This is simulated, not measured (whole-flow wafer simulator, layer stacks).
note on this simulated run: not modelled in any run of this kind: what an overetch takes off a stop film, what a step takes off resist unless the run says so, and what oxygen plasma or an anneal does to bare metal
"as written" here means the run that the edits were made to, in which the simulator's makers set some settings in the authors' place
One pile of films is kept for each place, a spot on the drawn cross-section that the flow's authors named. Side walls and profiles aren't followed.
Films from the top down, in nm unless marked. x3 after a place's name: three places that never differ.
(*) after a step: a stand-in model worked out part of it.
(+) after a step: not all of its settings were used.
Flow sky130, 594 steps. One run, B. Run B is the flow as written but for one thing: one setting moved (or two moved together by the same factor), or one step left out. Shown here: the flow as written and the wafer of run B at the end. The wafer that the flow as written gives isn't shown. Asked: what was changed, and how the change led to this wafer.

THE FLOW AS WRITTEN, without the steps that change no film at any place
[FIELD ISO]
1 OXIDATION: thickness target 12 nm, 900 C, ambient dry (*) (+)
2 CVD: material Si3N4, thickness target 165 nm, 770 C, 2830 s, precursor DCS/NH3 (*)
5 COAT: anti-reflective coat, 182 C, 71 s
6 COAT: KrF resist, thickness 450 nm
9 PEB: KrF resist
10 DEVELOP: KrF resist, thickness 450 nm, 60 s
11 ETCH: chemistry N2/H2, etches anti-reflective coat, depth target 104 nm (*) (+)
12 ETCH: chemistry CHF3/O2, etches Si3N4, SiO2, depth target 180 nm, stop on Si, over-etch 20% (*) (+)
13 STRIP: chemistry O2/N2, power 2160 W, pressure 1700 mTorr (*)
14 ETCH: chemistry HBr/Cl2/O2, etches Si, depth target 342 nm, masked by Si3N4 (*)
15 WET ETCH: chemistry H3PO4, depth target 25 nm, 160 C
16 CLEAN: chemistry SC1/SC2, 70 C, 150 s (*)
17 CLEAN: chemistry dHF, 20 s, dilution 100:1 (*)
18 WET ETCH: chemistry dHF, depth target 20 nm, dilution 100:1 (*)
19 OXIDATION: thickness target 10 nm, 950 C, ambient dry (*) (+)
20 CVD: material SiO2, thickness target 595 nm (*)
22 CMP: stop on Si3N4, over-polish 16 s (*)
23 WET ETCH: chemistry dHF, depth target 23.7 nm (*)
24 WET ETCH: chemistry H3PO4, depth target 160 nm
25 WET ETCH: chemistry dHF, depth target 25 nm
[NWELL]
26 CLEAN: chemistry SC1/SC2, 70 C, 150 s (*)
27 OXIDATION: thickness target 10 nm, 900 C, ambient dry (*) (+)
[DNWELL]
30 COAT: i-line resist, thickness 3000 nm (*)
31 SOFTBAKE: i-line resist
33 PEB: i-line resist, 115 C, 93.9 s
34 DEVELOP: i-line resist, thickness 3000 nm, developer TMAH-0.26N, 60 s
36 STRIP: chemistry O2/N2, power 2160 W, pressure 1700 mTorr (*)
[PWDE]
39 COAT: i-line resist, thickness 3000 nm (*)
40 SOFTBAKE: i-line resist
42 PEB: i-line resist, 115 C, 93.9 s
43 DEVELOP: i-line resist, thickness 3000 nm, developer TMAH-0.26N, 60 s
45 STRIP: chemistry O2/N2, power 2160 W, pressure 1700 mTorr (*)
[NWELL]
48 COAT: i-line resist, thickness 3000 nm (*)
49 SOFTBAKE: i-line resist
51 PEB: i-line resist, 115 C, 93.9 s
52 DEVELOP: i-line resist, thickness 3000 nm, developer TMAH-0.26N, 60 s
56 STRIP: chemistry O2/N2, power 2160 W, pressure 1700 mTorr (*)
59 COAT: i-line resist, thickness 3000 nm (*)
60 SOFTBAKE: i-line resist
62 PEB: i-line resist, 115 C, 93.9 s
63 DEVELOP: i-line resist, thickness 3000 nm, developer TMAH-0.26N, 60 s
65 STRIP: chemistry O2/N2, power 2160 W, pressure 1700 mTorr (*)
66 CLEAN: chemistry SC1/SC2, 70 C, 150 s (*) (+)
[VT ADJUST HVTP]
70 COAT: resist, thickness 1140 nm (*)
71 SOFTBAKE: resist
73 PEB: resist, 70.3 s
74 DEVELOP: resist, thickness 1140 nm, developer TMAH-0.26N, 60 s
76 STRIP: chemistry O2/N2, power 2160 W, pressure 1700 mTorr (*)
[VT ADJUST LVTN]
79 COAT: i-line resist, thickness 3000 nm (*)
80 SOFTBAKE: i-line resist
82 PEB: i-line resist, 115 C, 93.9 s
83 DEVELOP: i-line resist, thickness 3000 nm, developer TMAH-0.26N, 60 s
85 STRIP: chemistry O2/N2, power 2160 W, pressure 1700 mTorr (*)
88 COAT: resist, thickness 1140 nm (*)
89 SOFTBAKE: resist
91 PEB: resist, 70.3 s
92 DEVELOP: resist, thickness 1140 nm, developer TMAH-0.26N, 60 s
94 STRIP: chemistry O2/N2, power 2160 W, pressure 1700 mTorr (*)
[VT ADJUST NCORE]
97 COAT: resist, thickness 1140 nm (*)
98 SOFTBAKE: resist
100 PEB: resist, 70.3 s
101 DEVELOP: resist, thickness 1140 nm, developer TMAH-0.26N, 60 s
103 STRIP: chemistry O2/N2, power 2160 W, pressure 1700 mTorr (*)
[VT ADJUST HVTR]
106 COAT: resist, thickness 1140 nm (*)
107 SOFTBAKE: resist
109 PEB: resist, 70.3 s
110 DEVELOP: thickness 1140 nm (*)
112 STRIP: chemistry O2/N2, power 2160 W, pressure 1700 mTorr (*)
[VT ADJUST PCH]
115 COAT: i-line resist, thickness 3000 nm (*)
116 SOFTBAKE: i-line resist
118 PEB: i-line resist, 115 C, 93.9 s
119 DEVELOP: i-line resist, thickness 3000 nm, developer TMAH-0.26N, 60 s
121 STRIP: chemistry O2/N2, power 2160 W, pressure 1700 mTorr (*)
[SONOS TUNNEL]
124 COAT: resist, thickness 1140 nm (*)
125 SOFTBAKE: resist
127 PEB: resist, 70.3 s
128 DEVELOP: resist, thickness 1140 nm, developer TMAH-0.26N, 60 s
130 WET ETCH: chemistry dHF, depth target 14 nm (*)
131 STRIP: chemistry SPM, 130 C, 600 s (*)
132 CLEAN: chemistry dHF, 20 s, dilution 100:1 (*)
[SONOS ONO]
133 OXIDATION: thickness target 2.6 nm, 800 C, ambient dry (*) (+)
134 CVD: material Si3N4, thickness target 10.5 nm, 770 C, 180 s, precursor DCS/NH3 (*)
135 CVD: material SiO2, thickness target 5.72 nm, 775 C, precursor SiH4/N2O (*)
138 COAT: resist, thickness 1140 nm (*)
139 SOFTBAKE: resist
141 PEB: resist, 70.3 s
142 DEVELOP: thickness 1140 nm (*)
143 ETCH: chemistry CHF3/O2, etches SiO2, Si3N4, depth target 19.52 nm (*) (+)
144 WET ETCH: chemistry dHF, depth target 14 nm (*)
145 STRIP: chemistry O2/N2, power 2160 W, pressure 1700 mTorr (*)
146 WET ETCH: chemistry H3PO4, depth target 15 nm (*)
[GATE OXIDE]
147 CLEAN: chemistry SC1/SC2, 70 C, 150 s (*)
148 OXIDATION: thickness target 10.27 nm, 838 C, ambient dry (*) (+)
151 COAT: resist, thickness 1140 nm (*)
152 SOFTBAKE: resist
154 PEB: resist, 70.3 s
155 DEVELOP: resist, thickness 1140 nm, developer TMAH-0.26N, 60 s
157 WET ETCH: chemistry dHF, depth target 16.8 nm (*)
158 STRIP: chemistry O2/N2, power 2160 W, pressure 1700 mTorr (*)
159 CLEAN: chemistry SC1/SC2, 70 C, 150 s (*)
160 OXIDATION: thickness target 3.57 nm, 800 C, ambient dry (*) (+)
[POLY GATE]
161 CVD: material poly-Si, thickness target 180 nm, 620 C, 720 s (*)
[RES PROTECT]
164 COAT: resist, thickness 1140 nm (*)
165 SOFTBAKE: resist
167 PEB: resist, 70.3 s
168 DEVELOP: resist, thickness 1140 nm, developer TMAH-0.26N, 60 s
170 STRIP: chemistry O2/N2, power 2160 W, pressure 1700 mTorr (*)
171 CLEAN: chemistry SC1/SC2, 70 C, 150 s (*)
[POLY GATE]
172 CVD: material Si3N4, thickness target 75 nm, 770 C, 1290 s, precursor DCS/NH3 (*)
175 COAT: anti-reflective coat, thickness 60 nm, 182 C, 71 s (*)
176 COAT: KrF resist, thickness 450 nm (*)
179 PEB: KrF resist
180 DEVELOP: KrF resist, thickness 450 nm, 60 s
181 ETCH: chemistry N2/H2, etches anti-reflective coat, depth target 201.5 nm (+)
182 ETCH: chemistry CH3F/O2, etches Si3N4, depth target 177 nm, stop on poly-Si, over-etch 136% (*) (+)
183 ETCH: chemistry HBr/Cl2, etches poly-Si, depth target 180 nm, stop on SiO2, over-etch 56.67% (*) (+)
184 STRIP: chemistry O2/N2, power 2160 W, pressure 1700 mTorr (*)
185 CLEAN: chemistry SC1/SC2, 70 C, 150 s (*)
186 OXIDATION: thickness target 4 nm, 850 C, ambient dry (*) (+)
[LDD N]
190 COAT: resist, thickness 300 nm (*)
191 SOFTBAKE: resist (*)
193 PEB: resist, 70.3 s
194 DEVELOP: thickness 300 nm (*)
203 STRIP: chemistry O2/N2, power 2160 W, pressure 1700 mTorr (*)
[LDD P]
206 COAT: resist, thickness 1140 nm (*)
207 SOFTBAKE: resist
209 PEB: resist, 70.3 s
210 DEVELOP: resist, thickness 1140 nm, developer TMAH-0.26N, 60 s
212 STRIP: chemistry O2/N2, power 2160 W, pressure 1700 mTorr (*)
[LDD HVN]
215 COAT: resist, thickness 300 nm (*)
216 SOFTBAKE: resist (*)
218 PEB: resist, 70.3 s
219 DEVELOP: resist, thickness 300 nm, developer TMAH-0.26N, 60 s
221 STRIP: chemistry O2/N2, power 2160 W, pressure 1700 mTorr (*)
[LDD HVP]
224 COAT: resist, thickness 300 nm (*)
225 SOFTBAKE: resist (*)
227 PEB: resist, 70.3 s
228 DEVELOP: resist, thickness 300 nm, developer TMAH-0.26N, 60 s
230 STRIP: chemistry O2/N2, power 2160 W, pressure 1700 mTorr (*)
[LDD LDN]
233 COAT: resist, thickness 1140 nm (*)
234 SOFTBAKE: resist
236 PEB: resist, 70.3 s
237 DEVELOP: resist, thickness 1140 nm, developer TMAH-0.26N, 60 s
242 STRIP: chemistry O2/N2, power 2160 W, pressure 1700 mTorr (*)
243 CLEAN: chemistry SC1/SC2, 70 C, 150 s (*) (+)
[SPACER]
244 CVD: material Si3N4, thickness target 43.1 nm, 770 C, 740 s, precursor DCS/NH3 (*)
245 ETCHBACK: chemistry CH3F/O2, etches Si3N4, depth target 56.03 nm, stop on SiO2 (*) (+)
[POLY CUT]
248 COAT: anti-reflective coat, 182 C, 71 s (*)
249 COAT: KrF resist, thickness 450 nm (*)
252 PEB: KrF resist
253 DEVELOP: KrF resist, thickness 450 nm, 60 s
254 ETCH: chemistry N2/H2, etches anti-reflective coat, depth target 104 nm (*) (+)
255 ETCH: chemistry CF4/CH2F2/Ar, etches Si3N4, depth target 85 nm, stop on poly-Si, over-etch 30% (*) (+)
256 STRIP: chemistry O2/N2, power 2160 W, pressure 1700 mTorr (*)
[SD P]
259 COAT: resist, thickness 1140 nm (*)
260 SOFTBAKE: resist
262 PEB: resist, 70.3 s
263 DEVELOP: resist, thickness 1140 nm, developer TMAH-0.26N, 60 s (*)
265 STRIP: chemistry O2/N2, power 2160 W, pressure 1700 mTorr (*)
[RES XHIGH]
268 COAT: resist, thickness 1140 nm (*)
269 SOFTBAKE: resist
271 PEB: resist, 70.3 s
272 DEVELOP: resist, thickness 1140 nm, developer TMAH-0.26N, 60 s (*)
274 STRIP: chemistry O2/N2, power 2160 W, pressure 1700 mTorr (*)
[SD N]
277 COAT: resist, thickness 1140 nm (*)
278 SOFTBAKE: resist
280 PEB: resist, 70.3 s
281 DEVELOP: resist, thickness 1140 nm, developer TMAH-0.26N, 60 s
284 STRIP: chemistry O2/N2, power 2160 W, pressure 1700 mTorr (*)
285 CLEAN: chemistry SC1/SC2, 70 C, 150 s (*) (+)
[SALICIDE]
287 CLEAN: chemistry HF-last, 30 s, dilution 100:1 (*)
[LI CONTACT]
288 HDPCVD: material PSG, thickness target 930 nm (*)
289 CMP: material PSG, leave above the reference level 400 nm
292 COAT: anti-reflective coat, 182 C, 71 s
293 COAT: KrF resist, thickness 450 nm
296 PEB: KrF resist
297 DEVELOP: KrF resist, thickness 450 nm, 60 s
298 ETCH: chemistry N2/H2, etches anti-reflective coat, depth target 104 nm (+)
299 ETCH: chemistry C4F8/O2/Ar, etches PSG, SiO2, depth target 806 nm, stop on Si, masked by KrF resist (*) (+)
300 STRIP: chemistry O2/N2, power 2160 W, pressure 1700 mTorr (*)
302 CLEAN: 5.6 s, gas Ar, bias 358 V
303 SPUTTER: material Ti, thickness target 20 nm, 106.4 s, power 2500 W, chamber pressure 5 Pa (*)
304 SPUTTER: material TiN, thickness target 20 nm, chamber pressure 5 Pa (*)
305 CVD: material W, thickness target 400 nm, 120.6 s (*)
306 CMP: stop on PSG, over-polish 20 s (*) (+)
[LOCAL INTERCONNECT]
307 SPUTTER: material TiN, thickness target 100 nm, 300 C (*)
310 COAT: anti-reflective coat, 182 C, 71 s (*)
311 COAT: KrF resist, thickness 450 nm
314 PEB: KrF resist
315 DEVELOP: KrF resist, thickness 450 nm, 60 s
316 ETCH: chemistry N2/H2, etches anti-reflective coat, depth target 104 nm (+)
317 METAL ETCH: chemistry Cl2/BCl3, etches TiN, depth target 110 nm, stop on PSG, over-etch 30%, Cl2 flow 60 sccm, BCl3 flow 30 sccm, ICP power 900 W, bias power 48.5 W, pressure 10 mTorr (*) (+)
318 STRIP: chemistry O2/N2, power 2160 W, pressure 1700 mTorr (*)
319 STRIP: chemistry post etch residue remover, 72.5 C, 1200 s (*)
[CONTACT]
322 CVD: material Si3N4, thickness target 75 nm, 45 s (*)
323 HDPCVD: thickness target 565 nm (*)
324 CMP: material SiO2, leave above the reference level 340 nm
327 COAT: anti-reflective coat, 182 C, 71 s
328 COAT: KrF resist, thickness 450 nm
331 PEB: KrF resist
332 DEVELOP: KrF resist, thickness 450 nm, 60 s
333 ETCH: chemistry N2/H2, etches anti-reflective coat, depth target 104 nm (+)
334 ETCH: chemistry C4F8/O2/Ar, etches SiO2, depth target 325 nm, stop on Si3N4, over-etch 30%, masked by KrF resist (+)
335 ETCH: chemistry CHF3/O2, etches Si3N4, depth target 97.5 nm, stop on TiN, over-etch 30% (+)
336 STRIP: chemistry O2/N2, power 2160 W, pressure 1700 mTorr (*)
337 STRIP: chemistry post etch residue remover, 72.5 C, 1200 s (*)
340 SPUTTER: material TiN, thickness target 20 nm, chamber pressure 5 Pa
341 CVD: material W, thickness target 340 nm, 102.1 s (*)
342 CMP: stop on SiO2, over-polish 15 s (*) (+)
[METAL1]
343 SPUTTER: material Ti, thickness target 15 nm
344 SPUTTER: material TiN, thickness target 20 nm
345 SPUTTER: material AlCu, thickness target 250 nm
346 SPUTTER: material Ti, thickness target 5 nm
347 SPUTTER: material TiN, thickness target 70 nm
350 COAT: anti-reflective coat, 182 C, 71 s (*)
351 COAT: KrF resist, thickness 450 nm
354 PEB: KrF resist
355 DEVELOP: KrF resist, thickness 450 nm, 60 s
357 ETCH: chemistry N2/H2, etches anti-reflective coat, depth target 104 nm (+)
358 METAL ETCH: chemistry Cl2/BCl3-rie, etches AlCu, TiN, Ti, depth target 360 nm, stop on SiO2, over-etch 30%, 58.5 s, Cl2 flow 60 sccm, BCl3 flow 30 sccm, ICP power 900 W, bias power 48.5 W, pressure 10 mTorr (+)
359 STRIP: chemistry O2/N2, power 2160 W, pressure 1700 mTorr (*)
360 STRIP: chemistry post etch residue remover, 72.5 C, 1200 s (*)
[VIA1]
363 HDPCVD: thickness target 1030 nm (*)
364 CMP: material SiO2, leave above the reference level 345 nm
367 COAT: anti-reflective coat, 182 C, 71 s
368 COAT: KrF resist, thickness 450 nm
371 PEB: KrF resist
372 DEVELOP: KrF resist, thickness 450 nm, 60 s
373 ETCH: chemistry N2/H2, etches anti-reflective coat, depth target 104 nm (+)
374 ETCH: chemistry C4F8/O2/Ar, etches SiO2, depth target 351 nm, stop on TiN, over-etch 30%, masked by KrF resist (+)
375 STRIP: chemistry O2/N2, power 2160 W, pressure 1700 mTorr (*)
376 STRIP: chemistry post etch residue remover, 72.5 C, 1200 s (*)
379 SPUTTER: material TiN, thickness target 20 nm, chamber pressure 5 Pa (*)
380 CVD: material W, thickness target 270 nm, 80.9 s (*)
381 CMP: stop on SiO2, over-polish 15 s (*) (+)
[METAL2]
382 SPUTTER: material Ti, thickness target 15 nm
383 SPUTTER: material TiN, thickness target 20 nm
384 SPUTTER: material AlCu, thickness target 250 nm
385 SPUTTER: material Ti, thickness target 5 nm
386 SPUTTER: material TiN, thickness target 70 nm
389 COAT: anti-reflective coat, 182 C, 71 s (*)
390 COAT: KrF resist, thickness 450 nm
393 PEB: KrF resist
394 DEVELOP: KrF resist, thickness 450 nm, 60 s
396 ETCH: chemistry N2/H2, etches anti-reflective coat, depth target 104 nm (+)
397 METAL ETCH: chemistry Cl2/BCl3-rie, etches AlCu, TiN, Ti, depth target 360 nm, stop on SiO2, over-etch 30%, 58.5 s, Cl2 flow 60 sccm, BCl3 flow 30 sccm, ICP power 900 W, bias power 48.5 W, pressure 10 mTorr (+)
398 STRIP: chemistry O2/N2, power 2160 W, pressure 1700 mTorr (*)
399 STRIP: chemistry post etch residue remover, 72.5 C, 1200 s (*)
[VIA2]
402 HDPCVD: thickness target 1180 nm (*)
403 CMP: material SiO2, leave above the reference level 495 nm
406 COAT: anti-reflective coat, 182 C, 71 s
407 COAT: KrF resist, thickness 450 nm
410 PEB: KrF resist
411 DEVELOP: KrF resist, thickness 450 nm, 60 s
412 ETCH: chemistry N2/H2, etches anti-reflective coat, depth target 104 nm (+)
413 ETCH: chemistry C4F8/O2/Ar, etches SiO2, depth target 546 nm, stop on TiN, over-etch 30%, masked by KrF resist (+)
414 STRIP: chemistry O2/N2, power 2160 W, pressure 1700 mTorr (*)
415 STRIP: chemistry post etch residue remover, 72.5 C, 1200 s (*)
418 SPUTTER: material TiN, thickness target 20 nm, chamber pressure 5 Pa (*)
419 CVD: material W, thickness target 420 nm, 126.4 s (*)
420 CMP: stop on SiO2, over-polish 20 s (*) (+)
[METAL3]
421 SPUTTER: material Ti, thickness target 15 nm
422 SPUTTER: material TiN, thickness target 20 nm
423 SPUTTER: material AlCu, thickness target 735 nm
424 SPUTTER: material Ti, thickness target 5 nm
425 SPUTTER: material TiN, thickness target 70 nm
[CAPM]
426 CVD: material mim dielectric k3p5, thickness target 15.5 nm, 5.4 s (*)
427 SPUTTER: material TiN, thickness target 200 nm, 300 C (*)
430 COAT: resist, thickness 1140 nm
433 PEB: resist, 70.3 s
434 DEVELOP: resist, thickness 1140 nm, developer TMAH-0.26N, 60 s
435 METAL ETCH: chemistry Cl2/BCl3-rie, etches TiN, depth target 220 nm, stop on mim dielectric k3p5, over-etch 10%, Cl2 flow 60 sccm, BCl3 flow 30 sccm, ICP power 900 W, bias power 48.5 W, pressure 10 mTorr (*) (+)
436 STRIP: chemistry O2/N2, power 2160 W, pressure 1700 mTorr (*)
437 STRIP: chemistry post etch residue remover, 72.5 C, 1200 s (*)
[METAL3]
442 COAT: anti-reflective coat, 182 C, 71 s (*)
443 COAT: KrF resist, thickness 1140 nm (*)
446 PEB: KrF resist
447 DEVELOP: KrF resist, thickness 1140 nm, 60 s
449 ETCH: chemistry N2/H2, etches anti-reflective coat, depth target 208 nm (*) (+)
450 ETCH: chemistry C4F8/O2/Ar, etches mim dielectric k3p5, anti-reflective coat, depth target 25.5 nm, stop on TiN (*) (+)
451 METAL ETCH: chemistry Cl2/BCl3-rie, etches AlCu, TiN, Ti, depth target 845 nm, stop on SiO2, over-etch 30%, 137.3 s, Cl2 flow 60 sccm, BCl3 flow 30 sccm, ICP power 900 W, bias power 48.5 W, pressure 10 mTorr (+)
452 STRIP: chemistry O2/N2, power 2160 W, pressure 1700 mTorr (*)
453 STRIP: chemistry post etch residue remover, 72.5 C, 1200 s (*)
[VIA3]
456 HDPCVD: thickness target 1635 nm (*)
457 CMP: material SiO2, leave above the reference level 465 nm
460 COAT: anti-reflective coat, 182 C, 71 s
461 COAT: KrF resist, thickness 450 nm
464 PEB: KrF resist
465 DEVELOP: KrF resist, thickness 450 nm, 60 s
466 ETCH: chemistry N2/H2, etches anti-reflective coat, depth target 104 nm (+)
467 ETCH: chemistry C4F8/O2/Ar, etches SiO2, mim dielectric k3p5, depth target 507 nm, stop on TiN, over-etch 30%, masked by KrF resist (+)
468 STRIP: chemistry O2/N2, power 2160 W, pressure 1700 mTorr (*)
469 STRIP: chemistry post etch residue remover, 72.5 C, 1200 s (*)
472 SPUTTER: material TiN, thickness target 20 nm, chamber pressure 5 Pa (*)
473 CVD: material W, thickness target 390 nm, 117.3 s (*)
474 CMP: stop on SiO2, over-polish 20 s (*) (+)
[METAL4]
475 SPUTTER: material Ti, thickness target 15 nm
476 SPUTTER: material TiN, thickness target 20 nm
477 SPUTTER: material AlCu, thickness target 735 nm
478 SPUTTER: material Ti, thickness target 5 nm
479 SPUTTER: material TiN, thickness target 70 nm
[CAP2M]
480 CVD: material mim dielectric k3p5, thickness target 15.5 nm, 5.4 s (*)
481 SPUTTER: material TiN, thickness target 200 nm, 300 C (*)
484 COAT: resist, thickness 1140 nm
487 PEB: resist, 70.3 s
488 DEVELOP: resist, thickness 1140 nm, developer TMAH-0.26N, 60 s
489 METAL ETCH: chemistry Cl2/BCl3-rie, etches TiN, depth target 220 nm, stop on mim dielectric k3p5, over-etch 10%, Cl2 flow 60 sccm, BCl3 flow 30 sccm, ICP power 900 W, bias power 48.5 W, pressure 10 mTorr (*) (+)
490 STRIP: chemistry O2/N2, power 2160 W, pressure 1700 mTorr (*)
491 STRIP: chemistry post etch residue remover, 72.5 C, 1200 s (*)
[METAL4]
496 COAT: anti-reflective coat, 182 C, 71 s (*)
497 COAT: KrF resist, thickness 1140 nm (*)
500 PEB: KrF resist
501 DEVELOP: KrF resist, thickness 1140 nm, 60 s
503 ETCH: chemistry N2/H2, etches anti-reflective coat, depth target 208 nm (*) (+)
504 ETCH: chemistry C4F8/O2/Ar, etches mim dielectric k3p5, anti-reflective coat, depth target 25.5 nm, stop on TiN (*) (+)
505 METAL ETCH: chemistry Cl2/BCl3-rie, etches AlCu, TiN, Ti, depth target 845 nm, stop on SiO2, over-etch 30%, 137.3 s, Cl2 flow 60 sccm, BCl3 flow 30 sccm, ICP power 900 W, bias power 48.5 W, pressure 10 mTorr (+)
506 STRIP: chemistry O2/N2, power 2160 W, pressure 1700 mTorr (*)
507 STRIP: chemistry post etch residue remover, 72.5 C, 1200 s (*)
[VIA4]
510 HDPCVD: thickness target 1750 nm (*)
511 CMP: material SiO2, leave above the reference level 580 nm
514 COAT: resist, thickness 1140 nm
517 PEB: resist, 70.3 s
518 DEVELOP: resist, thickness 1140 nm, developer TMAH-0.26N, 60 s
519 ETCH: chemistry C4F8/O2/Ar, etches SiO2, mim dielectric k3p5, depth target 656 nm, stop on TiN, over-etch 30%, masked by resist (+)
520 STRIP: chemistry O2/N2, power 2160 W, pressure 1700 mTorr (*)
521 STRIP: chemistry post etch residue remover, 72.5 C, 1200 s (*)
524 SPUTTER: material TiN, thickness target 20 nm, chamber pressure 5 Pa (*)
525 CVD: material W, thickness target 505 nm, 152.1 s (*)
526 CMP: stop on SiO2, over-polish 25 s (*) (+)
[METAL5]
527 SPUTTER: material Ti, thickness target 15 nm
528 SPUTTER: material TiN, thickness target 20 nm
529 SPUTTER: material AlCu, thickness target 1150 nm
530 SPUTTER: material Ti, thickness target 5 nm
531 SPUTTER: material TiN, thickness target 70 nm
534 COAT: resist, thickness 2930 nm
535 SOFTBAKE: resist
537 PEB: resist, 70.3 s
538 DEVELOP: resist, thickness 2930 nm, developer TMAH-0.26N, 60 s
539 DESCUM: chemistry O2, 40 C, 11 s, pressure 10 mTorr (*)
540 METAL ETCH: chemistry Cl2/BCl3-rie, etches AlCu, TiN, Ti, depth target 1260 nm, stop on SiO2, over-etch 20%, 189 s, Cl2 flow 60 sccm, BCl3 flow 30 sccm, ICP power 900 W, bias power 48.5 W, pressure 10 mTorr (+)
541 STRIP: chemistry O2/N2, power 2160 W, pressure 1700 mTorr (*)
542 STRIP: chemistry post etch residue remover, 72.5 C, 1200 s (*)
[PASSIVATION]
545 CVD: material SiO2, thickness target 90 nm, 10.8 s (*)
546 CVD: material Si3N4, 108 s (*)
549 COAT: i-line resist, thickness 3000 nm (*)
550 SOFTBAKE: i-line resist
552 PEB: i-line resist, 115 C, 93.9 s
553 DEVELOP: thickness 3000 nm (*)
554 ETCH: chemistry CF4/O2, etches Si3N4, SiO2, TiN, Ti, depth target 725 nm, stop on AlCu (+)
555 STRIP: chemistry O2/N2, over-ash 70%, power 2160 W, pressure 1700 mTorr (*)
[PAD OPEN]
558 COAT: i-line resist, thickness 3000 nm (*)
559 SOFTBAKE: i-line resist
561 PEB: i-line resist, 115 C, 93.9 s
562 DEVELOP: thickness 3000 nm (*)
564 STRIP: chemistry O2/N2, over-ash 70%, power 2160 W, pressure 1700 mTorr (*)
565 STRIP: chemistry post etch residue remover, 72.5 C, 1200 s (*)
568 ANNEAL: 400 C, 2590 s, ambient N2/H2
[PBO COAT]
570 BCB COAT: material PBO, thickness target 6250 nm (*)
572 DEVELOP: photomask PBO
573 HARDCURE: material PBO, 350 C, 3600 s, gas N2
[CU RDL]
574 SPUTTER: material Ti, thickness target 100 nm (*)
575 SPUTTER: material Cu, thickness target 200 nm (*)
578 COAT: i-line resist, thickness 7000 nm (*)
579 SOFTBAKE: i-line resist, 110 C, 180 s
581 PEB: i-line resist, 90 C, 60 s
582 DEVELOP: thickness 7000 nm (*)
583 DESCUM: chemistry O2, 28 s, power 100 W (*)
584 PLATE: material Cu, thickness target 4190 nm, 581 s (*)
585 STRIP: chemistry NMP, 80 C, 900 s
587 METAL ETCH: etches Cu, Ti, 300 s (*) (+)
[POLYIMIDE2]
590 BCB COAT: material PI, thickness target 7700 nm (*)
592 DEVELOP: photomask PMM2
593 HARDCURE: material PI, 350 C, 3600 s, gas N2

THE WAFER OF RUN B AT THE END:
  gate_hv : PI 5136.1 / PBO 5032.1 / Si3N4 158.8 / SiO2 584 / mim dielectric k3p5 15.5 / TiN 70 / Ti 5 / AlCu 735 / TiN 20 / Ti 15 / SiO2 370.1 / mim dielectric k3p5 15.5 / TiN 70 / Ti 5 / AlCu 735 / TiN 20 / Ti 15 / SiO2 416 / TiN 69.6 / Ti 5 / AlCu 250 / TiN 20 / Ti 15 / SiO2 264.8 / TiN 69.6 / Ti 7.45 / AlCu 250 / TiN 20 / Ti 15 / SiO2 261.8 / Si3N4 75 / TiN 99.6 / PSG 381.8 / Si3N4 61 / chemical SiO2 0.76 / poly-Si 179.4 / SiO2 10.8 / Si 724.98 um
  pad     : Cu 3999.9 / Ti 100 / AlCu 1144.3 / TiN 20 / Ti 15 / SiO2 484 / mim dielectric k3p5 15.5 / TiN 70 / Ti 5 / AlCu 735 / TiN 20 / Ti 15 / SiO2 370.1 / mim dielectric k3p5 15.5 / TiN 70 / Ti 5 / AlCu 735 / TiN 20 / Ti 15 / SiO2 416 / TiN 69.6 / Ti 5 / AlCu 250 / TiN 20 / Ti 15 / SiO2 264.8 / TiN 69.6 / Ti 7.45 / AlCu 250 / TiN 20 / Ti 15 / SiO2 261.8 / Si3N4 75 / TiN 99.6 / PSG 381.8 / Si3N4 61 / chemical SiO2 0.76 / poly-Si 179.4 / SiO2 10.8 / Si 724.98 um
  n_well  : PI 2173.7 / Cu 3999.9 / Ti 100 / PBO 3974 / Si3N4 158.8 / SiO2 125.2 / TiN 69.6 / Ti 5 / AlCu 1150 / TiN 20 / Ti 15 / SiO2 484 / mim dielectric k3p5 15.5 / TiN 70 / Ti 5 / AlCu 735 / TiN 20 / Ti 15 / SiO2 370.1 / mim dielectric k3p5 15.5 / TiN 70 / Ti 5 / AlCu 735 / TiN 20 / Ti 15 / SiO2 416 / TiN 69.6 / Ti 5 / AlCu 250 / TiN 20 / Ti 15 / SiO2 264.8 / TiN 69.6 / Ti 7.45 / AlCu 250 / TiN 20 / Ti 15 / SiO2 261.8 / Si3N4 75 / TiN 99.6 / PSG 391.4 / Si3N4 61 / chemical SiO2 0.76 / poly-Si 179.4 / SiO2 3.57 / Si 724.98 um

The cause: step 346, SPUTTER: thickness target 7.45 nm was run, where the flow has thickness target 5 nm.
It can be read off the wafer: gate_hv has Ti 7.45, and step 346 as written asks for 5 nm.

How the change led to this, step by step:
  346 SPUTTER: material Ti, thickness target 5 nm
      field, active, n_well and 188 more: Ti +7.45 (new film) (as written it would be: Ti +5 (new film))
  358 METAL ETCH: chemistry Cl2/BCl3-rie, etches AlCu, TiN, Ti, depth target 360 nm, stop on SiO2, over-etch 30%, 58.5 s, Cl2 flow 60 sccm, BCl3 flow 30 sccm, ICP power 900 W, bias power 48.5 W, pressure 10 mTorr (+)
      field, active, gate and 81 more: TiN -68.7 (all of it), Ti -7.45 (all of it), AlCu -250 (all of it), TiN -20 (all of it), Ti -15 (all of it), SiO2 -10.7 (as written it would be: TiN -68.7 (all of it), Ti -5 (all of it), AlCu -250 (all of it), TiN -20 (all of it), Ti -15 (all of it), SiO2 -10.9)
